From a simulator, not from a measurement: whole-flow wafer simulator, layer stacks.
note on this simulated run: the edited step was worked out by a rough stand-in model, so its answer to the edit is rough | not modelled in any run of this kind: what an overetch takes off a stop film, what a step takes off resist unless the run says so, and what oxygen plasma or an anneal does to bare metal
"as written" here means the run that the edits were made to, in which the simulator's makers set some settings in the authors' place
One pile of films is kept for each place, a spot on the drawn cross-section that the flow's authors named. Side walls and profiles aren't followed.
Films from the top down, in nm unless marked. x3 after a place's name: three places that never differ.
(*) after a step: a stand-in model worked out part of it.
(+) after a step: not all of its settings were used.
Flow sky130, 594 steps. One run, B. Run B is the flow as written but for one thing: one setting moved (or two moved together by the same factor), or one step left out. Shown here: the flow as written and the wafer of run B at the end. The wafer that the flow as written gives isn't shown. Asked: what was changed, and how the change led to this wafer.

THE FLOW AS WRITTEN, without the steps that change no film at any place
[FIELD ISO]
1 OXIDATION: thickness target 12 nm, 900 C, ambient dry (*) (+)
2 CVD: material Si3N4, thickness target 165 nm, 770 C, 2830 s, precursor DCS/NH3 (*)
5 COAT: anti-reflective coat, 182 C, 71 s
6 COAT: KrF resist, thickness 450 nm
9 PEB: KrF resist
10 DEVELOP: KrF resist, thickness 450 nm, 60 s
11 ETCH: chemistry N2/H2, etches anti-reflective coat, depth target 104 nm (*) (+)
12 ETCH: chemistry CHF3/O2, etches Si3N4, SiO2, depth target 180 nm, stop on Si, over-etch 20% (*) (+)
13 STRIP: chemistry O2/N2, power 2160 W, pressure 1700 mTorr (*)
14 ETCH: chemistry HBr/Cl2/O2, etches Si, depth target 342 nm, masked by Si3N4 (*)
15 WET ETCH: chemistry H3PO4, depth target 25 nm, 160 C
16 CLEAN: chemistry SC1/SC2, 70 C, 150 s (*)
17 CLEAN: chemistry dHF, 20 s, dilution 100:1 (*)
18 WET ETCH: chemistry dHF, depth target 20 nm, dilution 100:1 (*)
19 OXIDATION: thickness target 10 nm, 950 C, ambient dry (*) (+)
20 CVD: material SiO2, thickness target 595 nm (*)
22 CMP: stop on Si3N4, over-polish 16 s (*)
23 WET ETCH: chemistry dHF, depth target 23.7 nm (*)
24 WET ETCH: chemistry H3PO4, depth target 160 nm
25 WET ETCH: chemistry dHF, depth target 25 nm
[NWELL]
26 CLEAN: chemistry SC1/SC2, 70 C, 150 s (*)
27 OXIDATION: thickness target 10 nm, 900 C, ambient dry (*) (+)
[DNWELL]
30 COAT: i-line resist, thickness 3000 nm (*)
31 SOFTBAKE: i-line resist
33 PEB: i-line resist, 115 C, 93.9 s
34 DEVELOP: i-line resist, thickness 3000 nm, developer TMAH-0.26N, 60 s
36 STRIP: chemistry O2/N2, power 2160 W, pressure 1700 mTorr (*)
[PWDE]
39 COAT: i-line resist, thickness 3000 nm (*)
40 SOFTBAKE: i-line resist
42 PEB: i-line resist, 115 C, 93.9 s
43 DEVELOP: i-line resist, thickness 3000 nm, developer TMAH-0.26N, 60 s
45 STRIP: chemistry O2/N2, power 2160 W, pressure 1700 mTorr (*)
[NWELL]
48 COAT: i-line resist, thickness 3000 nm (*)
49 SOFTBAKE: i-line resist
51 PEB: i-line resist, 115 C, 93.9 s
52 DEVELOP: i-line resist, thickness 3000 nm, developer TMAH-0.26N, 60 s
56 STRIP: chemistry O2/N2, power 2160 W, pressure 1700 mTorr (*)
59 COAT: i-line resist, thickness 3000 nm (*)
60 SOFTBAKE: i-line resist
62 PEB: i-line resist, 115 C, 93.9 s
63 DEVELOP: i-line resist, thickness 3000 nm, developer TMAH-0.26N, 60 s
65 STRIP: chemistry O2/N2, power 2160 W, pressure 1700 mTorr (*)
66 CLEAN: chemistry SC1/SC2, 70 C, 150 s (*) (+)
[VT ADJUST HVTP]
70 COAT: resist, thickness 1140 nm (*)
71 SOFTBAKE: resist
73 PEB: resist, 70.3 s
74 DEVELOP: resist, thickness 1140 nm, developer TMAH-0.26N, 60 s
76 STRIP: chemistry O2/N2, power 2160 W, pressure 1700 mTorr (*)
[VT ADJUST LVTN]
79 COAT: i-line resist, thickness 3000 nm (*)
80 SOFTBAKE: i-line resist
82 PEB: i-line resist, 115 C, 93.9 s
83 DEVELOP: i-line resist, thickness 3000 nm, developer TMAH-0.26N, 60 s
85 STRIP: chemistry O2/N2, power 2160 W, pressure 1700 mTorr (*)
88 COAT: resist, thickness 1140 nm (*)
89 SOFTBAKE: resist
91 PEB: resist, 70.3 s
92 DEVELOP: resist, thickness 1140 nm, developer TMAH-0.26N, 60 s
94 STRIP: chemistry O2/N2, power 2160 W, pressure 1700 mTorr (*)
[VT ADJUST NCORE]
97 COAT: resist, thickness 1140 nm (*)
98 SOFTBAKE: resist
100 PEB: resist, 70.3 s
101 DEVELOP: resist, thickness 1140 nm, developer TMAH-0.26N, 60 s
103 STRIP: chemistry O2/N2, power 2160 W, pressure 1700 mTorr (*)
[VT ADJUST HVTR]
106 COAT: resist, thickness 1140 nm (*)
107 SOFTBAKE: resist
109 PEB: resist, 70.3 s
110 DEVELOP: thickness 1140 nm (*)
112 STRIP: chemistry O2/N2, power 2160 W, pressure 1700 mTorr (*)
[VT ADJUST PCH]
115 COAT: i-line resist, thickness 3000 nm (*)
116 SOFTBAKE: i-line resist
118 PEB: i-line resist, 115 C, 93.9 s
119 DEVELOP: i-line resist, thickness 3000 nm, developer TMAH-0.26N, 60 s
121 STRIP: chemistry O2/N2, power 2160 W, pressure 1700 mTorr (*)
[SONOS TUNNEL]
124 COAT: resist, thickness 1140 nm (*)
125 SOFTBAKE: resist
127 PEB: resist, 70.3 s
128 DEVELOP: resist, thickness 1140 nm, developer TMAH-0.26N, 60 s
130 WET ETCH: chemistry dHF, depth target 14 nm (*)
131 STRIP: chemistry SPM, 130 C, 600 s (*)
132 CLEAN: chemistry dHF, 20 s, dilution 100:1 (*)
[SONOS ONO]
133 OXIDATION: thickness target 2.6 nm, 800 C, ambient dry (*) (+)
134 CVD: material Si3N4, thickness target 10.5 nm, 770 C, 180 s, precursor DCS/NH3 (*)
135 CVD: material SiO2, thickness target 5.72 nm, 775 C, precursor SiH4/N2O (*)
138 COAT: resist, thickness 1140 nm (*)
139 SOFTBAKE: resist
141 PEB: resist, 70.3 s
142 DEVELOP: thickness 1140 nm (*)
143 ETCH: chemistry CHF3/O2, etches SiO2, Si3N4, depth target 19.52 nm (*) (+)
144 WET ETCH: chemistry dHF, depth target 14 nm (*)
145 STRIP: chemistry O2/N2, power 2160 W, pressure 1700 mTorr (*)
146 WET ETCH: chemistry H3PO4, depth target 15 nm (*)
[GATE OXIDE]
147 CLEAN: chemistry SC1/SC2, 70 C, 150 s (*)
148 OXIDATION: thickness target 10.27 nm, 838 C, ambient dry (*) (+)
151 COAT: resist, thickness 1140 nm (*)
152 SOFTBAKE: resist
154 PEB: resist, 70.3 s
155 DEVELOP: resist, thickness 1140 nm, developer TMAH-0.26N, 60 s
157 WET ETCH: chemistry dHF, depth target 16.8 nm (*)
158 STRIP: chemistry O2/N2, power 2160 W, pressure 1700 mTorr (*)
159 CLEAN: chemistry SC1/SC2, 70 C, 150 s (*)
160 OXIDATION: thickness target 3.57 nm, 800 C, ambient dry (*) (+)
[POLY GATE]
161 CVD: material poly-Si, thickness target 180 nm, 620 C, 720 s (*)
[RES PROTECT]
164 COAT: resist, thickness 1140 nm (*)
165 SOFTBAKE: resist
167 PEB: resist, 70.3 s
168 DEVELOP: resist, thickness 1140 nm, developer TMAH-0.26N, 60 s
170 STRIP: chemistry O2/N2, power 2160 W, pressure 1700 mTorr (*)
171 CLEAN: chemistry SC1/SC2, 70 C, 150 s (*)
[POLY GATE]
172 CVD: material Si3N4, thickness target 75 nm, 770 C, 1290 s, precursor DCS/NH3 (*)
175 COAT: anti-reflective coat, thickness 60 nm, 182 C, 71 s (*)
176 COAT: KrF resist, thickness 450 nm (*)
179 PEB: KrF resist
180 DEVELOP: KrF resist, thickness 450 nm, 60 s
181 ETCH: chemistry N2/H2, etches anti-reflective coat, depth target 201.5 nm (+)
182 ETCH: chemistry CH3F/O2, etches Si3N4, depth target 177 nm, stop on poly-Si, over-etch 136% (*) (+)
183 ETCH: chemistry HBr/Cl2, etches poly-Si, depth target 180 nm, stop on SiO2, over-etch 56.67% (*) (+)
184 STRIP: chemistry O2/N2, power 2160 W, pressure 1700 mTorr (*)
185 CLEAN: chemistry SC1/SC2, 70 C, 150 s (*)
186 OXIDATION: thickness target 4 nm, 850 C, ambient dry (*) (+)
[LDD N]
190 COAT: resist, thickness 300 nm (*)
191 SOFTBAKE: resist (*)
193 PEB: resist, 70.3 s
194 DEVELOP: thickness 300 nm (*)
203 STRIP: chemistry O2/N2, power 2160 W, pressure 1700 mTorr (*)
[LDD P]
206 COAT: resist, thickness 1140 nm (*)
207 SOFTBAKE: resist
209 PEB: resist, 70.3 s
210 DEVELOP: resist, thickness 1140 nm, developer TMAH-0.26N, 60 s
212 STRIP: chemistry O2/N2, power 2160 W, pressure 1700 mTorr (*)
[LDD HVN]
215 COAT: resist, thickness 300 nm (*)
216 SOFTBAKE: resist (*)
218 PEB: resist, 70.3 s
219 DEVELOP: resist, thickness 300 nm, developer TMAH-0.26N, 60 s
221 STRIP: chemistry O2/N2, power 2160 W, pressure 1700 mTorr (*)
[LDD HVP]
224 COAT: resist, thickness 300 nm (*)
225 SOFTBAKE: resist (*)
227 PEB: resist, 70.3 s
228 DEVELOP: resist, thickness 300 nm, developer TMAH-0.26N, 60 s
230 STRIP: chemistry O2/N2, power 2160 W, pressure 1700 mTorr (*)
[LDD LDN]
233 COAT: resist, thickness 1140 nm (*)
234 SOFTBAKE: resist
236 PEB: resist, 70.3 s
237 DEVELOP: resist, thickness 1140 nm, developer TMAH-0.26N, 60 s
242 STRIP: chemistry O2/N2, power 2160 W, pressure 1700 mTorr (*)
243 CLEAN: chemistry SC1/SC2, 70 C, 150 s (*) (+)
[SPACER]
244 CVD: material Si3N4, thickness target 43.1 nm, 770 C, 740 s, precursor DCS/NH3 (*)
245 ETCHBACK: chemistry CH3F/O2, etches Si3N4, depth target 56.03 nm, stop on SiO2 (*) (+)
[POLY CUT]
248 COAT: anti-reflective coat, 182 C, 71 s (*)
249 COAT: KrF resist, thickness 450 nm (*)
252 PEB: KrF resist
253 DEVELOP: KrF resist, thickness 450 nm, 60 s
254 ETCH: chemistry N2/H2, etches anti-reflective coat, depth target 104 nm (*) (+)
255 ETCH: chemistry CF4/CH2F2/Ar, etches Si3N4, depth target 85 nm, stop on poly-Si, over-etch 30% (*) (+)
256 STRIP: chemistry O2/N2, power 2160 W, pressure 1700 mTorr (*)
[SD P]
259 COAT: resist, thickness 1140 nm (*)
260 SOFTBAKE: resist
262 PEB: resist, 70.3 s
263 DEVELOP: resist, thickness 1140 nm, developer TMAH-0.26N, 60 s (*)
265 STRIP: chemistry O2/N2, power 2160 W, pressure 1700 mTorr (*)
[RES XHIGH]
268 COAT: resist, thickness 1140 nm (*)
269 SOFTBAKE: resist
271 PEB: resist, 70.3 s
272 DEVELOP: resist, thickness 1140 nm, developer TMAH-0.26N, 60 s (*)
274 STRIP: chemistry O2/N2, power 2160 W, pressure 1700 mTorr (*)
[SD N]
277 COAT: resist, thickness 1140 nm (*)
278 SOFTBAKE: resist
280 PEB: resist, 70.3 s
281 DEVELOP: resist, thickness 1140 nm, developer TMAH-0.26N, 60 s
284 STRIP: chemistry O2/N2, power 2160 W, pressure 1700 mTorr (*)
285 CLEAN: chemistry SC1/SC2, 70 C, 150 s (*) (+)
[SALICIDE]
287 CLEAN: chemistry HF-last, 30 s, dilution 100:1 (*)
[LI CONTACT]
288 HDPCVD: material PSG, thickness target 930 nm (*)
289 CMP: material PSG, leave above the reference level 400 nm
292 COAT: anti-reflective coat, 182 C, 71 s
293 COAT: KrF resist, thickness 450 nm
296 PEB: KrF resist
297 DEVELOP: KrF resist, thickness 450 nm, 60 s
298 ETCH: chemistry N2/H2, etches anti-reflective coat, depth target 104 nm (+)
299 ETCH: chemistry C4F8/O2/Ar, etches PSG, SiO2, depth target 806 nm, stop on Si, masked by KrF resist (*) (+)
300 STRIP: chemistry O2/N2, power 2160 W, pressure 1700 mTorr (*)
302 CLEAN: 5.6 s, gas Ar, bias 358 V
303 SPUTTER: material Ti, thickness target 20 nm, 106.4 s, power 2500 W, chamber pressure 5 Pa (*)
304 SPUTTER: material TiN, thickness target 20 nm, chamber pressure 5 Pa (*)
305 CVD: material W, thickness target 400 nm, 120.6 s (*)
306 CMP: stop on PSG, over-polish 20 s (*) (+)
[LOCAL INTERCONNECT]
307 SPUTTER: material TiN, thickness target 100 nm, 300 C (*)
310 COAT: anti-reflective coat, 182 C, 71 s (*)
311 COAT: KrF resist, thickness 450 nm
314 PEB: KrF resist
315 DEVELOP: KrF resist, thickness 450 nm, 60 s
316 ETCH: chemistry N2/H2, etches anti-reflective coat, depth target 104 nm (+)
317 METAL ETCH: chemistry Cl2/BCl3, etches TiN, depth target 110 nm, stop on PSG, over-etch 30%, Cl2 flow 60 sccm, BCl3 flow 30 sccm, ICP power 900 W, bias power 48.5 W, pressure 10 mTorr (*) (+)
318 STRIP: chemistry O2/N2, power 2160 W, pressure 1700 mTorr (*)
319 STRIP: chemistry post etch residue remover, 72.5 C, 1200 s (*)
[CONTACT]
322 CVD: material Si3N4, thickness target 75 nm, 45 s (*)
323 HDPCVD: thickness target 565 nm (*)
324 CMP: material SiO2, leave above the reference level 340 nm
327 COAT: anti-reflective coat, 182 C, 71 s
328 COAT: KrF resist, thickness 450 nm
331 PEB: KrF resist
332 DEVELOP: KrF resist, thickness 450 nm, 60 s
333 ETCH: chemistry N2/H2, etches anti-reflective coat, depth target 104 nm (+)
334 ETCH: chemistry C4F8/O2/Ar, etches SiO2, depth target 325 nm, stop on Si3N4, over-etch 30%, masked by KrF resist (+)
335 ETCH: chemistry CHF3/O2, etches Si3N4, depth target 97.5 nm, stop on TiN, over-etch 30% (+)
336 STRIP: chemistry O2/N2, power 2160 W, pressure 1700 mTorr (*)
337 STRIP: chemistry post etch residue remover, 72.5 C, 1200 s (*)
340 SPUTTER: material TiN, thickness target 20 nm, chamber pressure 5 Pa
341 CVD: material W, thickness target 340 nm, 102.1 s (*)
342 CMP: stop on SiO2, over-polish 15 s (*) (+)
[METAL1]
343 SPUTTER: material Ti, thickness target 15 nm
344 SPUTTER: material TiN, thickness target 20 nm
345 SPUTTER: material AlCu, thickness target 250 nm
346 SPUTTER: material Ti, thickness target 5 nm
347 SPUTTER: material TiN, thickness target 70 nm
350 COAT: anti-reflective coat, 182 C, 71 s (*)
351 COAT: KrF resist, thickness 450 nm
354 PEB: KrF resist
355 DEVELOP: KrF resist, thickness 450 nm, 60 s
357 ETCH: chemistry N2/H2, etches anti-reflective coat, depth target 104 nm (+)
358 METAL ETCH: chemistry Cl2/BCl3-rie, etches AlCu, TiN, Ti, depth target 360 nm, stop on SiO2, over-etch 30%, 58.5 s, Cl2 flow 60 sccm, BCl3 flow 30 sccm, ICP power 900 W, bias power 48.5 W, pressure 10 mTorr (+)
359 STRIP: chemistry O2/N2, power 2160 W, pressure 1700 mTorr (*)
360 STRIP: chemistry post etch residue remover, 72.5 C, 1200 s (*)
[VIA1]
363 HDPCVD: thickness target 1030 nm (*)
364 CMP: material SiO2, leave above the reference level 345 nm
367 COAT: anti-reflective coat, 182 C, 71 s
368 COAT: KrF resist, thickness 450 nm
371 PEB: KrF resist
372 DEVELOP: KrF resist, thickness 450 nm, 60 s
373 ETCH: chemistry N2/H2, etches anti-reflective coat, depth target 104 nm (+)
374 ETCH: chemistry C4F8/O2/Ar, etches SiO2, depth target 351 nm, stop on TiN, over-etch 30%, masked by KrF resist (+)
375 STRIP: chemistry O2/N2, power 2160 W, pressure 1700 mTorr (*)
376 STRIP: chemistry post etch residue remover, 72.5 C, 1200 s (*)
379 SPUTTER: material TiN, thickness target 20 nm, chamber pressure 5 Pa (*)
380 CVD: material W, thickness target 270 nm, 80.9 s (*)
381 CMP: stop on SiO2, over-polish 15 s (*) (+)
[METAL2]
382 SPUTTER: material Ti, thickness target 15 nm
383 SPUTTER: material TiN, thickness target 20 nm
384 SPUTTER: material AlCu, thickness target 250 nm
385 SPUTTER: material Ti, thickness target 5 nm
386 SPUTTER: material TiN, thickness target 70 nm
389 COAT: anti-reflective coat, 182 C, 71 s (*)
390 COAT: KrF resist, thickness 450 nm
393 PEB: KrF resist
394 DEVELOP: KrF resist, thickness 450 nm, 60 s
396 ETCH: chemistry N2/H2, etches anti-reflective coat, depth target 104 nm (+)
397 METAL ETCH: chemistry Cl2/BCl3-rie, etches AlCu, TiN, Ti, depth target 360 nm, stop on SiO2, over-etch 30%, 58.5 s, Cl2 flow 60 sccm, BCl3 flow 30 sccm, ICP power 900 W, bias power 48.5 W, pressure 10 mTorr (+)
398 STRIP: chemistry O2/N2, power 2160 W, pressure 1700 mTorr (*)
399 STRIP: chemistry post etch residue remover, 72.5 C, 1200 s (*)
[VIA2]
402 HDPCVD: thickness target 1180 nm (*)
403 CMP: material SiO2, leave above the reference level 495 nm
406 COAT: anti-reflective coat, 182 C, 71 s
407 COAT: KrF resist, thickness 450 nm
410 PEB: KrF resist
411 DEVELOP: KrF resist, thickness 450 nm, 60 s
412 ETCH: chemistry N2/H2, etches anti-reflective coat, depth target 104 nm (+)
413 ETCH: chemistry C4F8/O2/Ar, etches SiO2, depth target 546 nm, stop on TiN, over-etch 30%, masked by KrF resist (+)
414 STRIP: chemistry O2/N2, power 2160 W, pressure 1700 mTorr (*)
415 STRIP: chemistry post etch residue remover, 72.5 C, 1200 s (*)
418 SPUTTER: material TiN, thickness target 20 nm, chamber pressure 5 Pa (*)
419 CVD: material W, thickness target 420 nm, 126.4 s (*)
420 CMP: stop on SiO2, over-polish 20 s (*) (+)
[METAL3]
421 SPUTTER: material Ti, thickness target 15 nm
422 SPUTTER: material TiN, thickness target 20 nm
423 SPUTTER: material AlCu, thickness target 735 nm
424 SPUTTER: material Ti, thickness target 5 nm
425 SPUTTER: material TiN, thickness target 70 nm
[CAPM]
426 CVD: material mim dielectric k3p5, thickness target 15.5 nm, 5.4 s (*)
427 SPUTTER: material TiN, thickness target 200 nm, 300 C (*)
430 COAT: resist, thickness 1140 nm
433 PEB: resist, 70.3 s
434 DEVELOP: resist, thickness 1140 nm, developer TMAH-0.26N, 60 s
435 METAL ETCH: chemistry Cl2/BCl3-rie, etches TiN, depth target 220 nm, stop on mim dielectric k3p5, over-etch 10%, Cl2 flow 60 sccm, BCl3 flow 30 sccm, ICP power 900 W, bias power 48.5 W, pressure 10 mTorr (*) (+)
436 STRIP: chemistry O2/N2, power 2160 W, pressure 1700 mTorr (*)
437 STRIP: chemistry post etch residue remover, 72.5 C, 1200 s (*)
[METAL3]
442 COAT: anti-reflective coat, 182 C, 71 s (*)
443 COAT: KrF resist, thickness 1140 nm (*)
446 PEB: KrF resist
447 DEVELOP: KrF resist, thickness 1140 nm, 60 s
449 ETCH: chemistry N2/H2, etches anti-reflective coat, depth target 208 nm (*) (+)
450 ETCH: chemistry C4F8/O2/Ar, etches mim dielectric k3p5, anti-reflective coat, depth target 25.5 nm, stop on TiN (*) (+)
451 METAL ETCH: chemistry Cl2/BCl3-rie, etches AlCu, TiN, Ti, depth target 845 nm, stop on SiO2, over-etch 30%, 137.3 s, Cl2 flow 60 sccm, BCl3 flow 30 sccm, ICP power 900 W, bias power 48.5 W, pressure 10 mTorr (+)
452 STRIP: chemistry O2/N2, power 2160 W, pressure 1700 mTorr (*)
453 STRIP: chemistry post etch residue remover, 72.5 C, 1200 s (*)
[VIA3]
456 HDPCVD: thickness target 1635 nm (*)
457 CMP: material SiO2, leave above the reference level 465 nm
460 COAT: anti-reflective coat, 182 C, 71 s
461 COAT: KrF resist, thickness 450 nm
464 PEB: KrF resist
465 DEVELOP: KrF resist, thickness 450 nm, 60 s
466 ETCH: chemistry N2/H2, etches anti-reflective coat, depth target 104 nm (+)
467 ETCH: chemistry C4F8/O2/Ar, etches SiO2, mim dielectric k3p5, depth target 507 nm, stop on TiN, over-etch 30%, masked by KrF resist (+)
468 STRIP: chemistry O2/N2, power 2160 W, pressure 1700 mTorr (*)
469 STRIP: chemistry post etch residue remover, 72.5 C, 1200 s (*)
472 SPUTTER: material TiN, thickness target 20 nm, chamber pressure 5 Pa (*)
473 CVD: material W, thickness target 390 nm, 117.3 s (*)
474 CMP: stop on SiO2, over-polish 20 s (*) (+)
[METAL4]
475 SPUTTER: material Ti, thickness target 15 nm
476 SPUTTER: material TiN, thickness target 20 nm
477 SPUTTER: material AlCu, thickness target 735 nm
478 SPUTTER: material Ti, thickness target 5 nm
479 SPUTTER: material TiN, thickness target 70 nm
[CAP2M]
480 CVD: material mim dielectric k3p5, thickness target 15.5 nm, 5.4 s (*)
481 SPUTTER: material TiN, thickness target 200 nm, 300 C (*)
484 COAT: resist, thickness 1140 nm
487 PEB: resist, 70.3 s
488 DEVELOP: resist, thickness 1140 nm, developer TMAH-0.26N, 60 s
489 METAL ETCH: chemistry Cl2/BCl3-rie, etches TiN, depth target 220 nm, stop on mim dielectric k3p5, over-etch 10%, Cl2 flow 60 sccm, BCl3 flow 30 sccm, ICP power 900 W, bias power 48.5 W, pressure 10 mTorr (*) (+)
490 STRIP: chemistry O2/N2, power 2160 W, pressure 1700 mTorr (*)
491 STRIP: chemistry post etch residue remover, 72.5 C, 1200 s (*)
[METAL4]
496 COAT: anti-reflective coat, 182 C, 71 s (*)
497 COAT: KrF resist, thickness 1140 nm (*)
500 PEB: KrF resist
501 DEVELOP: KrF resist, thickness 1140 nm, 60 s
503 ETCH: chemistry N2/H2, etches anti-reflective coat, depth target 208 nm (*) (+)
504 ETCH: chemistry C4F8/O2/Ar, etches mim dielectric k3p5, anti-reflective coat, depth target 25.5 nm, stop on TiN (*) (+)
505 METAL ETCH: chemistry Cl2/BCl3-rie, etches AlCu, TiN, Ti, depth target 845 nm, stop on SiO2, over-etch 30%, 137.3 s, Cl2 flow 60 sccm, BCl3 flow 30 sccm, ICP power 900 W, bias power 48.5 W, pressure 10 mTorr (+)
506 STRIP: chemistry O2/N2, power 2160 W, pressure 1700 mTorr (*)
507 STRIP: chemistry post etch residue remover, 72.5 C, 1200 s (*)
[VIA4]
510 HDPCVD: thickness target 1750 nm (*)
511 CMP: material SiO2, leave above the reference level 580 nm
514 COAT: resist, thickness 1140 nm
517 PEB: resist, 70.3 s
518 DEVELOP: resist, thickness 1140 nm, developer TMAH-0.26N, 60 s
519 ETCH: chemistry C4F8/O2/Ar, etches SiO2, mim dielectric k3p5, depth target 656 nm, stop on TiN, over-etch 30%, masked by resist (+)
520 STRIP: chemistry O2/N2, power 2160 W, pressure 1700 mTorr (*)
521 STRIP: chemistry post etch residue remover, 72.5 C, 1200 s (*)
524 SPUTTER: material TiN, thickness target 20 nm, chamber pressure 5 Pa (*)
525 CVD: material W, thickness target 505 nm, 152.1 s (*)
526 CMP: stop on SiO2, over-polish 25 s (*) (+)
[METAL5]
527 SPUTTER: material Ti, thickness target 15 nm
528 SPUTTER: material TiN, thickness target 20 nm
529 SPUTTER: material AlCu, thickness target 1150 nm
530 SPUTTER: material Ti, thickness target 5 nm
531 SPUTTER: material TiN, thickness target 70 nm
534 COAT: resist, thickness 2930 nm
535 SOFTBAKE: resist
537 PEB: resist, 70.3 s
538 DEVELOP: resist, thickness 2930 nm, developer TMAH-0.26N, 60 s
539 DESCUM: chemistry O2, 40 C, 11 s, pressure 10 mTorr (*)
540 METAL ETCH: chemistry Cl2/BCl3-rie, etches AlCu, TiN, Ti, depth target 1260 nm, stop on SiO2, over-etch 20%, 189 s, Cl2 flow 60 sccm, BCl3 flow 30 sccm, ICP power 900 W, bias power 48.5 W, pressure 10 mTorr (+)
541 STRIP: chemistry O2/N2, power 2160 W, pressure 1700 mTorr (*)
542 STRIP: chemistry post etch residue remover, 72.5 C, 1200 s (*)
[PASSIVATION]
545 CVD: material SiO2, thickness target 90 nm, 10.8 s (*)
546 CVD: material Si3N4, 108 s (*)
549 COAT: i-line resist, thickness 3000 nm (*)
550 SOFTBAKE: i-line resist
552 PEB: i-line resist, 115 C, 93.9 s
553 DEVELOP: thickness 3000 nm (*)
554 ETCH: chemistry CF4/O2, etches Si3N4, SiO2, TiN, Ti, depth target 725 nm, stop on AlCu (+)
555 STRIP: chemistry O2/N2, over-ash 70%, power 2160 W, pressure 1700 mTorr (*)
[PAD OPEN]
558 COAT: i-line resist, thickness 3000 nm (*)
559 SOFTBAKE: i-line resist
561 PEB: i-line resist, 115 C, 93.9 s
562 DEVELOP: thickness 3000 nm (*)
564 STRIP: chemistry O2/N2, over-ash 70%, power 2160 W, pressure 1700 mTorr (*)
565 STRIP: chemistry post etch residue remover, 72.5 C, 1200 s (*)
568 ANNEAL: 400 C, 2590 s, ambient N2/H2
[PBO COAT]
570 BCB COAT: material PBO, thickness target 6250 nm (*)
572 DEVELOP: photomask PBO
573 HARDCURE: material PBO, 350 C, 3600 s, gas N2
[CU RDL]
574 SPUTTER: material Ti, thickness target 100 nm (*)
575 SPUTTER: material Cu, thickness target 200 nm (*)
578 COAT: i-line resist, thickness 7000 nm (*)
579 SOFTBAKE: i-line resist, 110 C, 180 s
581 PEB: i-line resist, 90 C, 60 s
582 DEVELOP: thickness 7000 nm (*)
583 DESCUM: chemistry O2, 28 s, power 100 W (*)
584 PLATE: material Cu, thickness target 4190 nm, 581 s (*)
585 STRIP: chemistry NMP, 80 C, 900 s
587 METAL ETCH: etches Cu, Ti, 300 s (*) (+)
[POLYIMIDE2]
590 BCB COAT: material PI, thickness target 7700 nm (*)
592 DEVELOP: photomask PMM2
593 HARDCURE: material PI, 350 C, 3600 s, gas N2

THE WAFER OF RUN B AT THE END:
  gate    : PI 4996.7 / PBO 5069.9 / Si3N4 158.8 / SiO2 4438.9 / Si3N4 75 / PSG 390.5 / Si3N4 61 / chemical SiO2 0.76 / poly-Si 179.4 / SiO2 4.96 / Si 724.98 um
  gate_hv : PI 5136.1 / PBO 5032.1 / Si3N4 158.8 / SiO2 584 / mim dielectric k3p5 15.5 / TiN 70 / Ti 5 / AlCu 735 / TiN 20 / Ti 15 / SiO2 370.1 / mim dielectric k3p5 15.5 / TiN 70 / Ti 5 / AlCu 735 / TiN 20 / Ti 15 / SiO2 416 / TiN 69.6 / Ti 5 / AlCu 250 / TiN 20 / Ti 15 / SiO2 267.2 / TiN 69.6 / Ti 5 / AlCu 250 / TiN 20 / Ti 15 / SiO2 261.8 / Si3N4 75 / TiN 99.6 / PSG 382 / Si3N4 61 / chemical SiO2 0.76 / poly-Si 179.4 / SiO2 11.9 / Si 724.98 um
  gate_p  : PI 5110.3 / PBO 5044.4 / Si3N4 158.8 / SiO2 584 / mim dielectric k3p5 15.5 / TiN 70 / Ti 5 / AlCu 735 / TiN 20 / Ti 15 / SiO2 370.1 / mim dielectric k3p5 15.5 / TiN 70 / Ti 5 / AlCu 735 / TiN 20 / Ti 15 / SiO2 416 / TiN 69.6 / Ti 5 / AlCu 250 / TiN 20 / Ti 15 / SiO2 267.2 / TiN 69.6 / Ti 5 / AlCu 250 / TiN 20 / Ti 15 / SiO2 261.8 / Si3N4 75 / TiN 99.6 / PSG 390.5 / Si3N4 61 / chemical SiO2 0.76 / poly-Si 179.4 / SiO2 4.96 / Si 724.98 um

The cause: step 160, OXIDATION: thickness target 4.96 nm was run, where the flow has thickness target 3.57 nm.
It can be read off the wafer: gate has SiO2 4.96, and step 160 as written asks for 3.57 nm.

How the change led to this, step by step:
  160 OXIDATION: thickness target 3.57 nm, 800 C, ambient dry (*) (+)
      active, n_well, p_well and 58 more: SiO2 +4.96 (new film), chemical SiO2 -0.76 (all of it), Si -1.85 (as written it would be: SiO2 +3.57 (new film), chemical SiO2 -0.76 (all of it), Si -1.24)
      gate_hv, m1, pad and 37 more: SiO2 +1.97, Si -0.87 (as written it would be: SiO2 +0.85, Si -0.37)
  299 ETCH: chemistry C4F8/O2/Ar, etches PSG, SiO2, depth target 806 nm, stop on Si, masked by KrF resist (*) (+)
      contact, ndiff_licon, ndiff_licon_cpp: PSG -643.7 (all of it), SiO2 -2.31 (all of it) (as written it would be: PSG -643.6 (all of it), SiO2 -1.16 (all of it))
  306 CMP: stop on PSG, over-polish 20 s (*) (+)
      poly_licon: W -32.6 (as written it would be: W -33.3)
